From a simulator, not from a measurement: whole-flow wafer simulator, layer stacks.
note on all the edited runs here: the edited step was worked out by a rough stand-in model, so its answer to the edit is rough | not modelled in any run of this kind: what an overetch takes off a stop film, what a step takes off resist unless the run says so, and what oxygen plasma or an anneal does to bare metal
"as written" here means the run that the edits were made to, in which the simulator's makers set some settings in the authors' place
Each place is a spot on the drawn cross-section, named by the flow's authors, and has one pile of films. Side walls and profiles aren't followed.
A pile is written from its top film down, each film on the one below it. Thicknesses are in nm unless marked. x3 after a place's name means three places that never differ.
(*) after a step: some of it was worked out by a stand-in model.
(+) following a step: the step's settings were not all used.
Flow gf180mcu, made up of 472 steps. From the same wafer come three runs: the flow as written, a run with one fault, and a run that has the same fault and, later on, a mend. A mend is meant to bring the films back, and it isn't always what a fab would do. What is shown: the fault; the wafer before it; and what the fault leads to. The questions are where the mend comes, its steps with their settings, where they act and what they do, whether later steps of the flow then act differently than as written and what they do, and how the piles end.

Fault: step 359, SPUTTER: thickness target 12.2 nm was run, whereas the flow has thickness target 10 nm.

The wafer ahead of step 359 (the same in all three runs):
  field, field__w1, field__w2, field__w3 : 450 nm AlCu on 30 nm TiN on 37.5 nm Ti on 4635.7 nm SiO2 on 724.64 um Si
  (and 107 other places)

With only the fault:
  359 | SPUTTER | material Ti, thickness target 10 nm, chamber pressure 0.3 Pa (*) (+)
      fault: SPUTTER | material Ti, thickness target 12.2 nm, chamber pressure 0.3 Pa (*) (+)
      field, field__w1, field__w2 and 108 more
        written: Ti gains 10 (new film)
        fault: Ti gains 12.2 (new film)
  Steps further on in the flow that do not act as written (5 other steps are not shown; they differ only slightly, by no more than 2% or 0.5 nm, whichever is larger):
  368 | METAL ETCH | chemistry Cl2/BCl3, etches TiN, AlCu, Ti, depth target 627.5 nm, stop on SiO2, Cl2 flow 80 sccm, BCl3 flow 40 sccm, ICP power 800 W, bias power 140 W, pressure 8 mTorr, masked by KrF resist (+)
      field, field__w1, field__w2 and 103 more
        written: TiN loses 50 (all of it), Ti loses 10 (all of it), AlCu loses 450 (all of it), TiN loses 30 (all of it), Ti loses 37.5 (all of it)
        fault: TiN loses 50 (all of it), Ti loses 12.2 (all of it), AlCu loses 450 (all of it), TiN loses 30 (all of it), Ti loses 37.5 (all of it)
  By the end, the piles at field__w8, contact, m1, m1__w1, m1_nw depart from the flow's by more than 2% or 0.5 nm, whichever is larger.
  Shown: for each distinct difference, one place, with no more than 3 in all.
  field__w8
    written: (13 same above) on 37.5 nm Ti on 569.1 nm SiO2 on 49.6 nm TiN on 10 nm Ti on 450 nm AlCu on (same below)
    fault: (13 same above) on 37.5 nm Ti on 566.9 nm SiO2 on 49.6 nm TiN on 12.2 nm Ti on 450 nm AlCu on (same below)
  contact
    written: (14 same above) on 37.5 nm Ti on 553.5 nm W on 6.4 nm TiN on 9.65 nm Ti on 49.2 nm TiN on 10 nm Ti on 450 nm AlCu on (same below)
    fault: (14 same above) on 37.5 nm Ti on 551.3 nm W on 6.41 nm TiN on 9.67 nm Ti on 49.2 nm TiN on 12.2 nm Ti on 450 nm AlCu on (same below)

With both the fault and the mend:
  The mend follows step 359.
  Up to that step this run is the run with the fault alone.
  359a | METAL ETCH | chemistry Cl2/BCl3, etches TiN, AlCu, Ti, depth target 2.2 nm, Cl2 flow 80 sccm, BCl3 flow 40 sccm, ICP power 800 W, bias power 140 W, pressure 8 mTorr (the flow's step 260 again, with other settings)
      field, field__w1, field__w2 and 108 more
        Ti loses 2.2
  Every later step of the flow that is run acts as written at every place that is followed.
  By the end, the piles equal the flow's at every place that both follow.
